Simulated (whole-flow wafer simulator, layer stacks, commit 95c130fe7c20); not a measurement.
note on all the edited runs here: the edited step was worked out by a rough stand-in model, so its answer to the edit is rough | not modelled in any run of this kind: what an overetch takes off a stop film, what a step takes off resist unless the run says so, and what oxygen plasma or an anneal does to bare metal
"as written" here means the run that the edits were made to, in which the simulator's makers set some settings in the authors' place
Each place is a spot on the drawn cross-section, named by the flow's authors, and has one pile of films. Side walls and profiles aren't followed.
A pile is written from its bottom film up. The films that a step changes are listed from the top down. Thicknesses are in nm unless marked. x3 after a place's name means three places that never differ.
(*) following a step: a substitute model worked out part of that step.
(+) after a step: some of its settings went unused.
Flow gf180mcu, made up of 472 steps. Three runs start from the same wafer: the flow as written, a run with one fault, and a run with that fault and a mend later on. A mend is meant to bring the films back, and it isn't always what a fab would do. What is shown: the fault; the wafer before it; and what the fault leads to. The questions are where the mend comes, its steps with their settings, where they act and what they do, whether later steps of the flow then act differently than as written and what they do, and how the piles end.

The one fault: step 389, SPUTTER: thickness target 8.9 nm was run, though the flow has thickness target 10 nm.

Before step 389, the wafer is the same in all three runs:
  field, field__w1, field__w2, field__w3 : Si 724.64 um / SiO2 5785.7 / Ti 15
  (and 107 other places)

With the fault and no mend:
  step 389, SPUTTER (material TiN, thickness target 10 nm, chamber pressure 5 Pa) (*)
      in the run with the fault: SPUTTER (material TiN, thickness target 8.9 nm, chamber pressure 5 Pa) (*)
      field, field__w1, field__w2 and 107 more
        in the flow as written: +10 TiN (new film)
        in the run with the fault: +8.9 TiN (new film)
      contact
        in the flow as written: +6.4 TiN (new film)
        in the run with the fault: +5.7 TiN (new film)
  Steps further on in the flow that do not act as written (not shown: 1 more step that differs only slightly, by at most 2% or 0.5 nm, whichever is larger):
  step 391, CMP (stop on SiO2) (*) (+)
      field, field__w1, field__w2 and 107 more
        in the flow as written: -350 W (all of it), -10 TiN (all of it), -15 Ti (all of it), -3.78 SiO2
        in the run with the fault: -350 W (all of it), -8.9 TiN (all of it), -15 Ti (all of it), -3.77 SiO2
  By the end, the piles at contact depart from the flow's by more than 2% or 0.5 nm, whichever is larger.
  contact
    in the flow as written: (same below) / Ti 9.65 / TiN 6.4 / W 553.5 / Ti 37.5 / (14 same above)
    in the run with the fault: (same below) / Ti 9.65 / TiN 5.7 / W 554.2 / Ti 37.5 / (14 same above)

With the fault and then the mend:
  The mend follows step 389.
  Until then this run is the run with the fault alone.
  step 389a, SPUTTER (material TiN, thickness target 1.1 nm, chamber pressure 5 Pa) (*) (the flow's step 389 again, with other settings)
      field, field__w1, field__w2 and 107 more
        +1.1 TiN
      contact
        +0.7 TiN
  Every later step of the flow that is run acts as written at every place that is followed.
  By the end, the piles equal the flow's at every place that both follow.
